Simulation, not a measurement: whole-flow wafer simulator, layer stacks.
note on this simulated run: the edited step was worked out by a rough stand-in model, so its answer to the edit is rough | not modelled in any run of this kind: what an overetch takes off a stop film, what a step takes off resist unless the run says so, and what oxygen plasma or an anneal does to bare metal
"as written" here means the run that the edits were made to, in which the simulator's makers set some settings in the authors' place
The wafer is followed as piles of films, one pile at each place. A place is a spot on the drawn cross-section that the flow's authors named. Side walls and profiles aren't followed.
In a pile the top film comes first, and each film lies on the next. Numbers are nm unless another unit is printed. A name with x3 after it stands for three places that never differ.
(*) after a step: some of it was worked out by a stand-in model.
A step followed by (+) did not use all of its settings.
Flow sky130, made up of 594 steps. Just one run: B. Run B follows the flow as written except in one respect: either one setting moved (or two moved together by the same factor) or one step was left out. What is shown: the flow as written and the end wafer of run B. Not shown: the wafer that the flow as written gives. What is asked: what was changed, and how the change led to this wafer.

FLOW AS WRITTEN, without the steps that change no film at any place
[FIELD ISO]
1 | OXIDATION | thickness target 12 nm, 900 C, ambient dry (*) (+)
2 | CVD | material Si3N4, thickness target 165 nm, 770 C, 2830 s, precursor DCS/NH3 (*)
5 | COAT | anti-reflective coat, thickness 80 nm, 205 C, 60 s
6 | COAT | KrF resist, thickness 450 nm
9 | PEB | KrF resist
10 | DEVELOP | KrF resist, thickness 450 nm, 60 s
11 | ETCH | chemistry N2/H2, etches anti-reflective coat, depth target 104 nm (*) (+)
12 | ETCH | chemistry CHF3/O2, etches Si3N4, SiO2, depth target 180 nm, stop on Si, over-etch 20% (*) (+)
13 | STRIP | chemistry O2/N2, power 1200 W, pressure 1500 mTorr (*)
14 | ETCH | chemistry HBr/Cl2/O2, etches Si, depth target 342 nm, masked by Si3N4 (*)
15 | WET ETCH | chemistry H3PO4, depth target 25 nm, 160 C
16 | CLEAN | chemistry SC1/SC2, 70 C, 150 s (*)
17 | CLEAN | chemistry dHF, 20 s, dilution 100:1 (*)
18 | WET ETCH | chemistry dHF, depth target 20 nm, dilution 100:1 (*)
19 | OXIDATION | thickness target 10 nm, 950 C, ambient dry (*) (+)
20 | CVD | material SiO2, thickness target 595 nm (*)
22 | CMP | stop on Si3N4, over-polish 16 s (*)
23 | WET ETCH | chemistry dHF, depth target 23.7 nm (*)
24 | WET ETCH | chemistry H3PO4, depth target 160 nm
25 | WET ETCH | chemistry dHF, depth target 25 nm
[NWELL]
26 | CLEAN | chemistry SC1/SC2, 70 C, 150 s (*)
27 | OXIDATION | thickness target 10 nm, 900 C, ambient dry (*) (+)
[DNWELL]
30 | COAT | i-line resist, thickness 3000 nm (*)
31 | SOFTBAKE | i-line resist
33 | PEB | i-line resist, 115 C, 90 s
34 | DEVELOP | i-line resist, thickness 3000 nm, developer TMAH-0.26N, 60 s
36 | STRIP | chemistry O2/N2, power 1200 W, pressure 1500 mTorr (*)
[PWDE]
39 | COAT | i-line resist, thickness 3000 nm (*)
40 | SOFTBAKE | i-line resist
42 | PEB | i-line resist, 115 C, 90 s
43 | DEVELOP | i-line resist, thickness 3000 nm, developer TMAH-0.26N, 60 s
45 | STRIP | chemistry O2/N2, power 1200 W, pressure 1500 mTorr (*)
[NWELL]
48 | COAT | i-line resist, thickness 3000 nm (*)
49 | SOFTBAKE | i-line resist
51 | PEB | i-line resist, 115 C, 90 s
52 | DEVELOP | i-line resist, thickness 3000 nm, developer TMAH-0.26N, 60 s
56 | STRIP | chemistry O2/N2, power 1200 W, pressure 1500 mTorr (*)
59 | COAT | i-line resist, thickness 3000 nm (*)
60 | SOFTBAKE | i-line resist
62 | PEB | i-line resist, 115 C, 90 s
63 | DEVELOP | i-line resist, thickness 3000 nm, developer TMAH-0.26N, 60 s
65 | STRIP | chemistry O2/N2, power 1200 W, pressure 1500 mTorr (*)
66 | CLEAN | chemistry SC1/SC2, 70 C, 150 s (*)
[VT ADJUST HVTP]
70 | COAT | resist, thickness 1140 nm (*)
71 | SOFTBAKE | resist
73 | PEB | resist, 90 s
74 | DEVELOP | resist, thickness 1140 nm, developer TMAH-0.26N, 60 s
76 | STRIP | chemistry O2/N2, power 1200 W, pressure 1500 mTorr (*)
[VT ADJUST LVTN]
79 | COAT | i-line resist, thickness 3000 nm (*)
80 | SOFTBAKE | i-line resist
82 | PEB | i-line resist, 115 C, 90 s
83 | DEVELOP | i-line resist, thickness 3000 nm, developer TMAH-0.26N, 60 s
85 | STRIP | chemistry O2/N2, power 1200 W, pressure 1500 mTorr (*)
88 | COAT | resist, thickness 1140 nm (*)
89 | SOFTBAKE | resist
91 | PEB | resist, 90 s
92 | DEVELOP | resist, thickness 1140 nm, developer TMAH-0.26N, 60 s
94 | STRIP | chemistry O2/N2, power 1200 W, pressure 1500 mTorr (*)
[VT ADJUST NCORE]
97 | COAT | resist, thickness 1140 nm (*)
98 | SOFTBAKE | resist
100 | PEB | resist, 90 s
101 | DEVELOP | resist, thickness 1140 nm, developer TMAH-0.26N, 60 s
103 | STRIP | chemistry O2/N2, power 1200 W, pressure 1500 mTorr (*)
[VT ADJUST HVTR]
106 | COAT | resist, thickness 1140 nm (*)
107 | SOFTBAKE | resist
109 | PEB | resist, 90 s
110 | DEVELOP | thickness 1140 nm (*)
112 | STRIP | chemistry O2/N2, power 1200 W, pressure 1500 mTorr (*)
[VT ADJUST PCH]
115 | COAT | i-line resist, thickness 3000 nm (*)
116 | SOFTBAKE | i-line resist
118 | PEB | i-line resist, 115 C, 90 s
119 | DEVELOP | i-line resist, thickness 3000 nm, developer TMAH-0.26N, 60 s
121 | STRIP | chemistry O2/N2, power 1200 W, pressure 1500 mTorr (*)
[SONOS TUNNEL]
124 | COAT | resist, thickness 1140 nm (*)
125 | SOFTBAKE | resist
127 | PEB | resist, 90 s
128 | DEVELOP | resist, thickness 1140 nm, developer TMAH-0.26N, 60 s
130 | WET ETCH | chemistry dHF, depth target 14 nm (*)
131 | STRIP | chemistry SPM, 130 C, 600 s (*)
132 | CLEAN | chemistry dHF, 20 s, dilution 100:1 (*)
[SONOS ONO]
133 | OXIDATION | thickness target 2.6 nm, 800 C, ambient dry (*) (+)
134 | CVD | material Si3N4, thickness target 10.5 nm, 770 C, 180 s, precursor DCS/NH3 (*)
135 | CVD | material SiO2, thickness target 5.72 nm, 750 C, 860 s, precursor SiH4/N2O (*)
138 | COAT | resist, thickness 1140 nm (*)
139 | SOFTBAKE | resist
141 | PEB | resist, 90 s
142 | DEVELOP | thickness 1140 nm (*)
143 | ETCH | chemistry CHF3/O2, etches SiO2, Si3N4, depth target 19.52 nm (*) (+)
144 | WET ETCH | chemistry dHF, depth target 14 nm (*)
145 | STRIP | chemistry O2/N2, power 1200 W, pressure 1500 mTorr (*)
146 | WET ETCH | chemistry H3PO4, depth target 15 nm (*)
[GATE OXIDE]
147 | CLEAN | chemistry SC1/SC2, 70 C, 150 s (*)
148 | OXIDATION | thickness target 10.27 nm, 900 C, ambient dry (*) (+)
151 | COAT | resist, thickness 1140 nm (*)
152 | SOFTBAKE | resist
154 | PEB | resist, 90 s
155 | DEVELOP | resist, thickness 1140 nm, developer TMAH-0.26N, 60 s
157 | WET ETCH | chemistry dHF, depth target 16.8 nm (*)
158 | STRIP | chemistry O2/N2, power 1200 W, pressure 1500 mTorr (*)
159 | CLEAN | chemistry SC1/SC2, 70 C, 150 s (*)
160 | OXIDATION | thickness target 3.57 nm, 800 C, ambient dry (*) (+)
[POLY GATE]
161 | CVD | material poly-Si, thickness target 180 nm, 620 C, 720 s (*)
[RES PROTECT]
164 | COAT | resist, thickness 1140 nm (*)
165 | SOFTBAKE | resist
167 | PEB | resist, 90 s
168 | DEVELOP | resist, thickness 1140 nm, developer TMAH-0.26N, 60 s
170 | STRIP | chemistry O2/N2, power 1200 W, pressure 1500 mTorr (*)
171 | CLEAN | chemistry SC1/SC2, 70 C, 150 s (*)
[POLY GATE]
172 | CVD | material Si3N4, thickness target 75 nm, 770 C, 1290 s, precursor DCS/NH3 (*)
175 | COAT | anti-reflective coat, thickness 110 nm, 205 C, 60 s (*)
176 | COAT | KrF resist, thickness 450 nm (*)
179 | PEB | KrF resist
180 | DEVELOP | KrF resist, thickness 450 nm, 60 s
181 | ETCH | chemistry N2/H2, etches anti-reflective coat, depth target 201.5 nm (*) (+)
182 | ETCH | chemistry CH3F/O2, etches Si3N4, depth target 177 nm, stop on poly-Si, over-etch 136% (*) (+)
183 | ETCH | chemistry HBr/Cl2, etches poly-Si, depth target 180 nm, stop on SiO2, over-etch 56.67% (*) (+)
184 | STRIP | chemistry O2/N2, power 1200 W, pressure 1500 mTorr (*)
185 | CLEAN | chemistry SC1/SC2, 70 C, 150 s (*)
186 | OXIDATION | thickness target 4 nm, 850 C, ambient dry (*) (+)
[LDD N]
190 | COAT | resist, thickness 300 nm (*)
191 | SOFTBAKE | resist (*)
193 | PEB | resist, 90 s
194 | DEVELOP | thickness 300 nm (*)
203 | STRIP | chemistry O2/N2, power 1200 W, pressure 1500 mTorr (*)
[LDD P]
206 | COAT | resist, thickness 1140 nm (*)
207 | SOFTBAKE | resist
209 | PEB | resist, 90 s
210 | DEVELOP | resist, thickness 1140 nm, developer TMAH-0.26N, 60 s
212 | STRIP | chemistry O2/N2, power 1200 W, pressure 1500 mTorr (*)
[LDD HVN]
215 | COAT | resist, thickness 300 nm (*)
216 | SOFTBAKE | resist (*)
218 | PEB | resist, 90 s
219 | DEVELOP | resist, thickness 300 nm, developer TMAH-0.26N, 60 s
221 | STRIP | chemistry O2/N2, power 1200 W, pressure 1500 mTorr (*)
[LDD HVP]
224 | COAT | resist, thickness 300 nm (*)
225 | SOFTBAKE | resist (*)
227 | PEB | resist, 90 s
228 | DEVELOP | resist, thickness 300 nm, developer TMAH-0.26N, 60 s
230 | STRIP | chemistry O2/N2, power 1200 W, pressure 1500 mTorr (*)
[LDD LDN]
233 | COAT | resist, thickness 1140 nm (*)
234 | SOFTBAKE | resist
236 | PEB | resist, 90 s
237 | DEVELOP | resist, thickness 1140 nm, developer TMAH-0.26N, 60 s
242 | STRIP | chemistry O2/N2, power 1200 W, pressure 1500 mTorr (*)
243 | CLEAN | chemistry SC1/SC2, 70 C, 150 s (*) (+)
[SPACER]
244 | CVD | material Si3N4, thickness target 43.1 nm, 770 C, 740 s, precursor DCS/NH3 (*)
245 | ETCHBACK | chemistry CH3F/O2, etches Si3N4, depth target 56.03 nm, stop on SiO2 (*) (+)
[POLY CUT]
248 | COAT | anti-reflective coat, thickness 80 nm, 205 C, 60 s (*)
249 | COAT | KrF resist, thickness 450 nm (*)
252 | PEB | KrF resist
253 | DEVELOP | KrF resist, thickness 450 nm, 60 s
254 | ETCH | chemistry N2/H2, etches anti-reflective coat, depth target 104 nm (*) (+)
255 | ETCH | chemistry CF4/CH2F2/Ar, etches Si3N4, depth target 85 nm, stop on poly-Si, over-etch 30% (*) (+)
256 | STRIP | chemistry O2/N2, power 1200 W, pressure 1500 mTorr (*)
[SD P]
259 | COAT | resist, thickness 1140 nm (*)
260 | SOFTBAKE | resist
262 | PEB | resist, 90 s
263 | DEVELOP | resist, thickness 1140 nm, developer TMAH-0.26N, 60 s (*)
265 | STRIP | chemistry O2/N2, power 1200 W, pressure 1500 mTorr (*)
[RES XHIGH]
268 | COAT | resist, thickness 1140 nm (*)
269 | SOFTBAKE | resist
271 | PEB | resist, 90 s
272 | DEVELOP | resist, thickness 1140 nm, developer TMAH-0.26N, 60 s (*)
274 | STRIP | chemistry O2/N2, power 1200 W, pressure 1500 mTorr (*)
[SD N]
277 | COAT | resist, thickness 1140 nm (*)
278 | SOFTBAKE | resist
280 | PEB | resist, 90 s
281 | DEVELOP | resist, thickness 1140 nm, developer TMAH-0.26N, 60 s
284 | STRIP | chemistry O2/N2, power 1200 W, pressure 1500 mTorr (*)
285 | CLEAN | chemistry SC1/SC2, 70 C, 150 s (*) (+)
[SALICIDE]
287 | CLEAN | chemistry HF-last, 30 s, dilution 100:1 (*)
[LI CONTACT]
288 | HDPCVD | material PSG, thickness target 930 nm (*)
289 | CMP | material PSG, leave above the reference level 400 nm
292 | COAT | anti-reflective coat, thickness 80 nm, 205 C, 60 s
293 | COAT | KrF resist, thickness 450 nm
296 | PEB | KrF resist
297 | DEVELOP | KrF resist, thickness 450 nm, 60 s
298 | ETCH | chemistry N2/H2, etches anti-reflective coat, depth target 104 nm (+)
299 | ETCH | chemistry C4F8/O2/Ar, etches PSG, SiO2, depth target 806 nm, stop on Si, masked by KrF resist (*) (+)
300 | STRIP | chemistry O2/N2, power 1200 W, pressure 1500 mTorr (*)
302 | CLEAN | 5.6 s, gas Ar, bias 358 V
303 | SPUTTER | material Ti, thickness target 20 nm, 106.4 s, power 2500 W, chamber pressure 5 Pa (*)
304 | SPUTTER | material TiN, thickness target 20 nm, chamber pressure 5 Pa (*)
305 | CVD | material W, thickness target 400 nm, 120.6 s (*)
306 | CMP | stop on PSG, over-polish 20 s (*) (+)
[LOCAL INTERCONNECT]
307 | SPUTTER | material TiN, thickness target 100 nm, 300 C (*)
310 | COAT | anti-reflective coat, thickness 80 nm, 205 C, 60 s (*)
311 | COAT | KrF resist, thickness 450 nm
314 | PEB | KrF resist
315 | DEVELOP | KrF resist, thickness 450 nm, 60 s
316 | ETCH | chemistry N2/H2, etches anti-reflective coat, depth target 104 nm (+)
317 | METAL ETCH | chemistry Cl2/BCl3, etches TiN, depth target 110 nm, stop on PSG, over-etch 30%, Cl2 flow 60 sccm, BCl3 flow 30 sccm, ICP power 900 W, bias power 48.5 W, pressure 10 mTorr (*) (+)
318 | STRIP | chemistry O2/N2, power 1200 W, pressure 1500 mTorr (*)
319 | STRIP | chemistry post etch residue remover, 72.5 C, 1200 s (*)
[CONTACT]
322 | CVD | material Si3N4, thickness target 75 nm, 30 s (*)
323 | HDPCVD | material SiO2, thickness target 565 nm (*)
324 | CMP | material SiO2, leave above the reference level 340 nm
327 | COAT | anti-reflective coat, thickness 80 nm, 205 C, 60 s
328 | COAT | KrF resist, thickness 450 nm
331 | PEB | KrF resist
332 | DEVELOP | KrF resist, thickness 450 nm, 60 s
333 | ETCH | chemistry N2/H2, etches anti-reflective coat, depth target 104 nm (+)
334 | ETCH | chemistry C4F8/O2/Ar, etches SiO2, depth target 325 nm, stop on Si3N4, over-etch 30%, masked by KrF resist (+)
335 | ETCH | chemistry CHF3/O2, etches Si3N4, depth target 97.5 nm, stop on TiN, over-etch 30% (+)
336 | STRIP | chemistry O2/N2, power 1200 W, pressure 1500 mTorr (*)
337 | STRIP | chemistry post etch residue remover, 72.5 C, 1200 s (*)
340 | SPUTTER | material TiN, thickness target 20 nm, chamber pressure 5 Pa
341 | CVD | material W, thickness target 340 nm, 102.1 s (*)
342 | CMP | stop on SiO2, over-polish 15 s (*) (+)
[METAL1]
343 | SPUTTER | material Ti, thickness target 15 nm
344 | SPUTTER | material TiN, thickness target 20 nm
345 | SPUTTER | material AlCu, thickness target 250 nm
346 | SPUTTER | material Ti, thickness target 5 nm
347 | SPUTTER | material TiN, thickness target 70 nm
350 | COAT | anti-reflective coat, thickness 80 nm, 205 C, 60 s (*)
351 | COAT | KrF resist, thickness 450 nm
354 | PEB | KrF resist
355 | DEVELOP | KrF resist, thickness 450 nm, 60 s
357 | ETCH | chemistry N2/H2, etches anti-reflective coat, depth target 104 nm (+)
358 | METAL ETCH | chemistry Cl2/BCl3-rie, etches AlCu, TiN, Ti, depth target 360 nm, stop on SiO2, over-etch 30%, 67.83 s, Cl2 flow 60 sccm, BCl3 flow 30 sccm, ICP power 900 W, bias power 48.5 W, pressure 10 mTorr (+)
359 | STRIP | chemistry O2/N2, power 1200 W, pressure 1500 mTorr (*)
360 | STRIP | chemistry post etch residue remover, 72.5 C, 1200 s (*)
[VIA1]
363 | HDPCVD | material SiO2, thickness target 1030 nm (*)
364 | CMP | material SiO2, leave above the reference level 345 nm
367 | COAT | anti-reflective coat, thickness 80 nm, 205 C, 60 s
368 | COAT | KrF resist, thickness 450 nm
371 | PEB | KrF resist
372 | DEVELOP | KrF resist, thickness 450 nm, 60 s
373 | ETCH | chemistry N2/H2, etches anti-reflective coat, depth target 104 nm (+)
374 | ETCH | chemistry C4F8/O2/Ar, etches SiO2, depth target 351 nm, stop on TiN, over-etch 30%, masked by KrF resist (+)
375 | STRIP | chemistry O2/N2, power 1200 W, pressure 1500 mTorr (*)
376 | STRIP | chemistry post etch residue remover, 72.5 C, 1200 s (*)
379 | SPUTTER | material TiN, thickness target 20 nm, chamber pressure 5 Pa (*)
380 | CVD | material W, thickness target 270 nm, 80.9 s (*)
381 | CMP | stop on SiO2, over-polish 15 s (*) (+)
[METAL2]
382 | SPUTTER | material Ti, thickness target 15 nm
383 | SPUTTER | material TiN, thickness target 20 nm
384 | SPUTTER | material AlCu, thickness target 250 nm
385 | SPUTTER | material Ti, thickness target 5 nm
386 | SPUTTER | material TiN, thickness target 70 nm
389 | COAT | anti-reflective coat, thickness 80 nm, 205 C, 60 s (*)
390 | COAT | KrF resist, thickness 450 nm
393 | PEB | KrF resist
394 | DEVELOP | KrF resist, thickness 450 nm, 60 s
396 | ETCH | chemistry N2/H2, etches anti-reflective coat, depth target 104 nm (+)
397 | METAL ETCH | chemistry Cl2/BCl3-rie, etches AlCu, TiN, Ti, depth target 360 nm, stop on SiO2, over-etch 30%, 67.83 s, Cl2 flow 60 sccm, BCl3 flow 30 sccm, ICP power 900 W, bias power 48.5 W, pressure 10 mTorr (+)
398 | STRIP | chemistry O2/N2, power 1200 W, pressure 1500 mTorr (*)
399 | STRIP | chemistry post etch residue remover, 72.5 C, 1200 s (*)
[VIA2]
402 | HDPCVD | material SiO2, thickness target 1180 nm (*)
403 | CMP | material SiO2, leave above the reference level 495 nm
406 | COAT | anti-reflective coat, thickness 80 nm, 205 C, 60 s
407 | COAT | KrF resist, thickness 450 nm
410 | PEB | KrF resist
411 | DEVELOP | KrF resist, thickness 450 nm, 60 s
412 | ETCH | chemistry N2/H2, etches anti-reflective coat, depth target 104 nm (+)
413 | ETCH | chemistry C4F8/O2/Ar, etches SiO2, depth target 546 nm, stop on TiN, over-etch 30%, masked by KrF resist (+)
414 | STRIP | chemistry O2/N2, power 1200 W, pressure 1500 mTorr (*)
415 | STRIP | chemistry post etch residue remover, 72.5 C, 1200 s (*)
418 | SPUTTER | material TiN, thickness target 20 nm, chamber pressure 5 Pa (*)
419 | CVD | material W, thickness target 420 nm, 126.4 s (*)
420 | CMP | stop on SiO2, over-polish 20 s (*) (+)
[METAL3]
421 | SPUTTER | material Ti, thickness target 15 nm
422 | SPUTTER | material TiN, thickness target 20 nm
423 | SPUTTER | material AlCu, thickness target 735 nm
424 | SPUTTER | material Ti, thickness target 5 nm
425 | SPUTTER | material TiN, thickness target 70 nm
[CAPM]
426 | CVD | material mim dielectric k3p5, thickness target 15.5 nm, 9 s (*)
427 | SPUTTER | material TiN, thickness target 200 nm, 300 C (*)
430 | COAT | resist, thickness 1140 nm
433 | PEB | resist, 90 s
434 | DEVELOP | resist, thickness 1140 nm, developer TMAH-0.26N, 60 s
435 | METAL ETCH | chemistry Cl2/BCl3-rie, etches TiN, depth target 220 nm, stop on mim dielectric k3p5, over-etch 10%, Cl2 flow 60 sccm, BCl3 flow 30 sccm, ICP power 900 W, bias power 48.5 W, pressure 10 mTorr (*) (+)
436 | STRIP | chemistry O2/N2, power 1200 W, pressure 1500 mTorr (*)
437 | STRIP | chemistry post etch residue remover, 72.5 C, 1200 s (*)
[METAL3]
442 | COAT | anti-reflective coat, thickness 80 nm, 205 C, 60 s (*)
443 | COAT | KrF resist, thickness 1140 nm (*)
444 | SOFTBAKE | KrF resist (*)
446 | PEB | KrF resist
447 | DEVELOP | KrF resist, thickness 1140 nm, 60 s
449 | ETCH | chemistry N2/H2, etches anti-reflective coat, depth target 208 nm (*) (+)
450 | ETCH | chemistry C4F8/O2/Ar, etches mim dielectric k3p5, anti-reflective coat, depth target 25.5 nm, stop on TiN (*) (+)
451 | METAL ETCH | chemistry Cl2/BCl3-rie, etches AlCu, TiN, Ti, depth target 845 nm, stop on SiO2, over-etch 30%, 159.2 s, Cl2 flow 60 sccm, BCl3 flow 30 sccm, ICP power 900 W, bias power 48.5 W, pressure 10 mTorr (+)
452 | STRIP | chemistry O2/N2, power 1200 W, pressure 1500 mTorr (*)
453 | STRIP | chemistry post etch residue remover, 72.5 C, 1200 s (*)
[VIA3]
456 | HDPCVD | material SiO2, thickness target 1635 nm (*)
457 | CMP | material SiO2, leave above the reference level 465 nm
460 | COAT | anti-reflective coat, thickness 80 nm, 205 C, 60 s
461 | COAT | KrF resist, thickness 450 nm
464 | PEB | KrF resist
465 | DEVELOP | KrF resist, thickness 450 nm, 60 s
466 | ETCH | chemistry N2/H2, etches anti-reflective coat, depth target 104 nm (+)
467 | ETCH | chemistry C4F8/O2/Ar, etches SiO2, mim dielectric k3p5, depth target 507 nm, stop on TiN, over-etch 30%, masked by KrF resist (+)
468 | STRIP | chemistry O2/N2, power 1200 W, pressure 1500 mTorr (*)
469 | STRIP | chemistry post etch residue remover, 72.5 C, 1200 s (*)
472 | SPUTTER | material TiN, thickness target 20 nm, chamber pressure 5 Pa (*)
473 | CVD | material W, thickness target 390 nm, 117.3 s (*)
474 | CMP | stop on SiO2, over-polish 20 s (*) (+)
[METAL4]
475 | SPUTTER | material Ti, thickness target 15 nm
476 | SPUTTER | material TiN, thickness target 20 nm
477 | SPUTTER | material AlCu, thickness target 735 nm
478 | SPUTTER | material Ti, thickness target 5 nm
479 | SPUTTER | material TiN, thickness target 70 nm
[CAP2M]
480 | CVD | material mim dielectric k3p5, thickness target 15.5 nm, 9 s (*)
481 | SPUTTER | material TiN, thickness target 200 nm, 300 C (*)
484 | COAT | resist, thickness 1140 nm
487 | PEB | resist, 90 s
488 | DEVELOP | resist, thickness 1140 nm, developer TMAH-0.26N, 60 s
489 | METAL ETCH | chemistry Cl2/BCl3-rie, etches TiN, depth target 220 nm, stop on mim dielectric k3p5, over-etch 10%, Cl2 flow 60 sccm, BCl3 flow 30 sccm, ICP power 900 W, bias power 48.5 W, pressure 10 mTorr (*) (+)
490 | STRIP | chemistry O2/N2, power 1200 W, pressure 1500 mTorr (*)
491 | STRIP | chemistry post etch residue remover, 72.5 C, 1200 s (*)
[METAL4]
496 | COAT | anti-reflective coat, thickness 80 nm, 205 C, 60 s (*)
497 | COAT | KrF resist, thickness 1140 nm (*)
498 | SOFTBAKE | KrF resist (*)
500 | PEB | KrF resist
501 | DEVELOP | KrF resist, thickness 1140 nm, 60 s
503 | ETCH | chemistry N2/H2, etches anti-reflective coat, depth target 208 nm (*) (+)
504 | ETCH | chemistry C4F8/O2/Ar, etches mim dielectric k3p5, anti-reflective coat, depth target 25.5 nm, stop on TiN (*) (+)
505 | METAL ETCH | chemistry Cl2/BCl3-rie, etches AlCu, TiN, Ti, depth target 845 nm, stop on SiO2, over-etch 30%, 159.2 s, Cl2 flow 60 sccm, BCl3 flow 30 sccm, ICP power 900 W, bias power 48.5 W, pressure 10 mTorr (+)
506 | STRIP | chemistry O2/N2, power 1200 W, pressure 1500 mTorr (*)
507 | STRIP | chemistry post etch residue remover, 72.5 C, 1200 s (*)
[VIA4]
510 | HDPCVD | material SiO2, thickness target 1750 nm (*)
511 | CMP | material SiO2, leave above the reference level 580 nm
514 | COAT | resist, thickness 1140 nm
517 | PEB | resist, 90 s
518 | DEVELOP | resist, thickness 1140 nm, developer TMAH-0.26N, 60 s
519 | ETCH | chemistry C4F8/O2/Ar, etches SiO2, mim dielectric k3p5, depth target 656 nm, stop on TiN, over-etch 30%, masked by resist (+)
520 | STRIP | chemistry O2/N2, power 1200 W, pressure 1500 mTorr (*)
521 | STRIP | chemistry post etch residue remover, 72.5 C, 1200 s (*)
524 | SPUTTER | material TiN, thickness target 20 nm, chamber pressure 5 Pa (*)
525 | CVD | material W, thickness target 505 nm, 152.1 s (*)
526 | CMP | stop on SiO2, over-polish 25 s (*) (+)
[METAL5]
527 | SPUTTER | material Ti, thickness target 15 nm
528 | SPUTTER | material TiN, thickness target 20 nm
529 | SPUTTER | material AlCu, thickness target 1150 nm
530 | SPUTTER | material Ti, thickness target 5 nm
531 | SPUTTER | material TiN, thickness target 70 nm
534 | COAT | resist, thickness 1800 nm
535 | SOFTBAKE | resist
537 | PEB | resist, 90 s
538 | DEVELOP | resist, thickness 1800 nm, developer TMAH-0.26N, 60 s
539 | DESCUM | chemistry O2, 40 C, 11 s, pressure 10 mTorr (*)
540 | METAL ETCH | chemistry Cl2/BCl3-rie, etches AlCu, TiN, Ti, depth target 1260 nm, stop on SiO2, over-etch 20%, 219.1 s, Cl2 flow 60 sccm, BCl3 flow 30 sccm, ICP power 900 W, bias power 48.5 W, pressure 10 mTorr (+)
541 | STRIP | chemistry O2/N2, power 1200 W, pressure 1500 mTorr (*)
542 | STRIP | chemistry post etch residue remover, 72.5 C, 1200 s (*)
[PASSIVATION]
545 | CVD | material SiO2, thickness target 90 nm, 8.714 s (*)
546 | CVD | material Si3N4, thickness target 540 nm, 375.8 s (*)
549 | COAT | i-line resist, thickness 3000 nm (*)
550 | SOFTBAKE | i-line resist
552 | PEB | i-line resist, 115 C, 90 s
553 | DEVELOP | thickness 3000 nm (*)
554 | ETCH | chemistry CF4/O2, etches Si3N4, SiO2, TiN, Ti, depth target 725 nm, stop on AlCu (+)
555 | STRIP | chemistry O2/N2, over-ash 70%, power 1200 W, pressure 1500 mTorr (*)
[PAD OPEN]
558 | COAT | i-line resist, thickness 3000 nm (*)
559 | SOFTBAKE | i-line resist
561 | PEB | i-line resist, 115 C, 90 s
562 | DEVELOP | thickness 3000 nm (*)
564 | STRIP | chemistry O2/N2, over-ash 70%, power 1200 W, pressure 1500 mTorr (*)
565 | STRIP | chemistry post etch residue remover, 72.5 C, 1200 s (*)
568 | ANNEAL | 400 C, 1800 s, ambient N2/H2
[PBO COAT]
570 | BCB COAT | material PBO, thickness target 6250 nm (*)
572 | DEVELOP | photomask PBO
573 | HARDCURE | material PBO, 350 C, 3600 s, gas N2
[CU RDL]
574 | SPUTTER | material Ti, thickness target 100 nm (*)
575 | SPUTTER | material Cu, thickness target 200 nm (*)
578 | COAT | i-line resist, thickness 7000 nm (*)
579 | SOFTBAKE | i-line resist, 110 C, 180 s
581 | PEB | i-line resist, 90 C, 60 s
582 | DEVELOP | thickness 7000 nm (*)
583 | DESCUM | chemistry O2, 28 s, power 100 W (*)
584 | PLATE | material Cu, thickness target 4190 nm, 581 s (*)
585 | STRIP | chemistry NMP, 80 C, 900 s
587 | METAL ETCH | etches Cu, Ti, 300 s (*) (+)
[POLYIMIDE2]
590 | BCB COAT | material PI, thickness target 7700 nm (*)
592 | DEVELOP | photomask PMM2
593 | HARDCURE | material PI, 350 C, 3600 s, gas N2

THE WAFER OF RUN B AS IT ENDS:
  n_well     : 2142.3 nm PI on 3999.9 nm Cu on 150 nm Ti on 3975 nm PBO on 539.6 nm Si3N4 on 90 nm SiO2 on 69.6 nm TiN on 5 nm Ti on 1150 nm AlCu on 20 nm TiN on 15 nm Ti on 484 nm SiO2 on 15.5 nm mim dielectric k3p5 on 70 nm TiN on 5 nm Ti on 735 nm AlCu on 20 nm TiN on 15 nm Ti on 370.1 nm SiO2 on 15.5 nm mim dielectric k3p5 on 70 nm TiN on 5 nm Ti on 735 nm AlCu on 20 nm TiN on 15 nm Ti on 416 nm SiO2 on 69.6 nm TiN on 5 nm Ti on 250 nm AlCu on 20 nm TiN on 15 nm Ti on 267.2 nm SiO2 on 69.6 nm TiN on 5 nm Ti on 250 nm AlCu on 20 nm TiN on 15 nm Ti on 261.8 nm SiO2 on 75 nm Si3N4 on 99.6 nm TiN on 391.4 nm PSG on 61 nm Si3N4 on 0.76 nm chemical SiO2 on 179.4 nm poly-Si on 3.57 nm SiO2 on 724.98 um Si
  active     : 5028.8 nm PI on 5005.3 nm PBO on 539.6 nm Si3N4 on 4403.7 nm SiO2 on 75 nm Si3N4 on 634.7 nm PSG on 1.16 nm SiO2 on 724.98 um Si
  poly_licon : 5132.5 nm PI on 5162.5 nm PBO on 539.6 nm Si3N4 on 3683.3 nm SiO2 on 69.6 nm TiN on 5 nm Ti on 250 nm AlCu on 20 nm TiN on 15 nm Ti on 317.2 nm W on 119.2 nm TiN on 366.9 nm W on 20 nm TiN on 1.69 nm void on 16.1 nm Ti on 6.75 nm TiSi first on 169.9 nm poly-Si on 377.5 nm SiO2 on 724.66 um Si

Cause: step 574, SPUTTER: thickness target 150 nm was run, whereas the flow has thickness target 100 nm.
The wafer itself shows it: n_well has Ti 150, and step 574 as written asks for 100 nm.

The path from the change to this, step by step:
  574 | SPUTTER | material Ti, thickness target 100 nm (*)
      field, active, n_well and 190 more: Ti gains 150 (new film) (as written it would have been: Ti gains 100 (new film))
  587 | METAL ETCH | etches Cu, Ti, 300 s (*) (+)
      field, active, gate and 167 more: Cu loses 200 (all of it), Ti loses 150 (all of it) (as written it would have been: Cu loses 200 (all of it), Ti loses 100 (all of it))
  590 | BCB COAT | material PI, thickness target 7700 nm (*)
      de16_gate_nw: PI gains 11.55 um (new film) (as written it would have been: PI gains 11.5 um (new film))
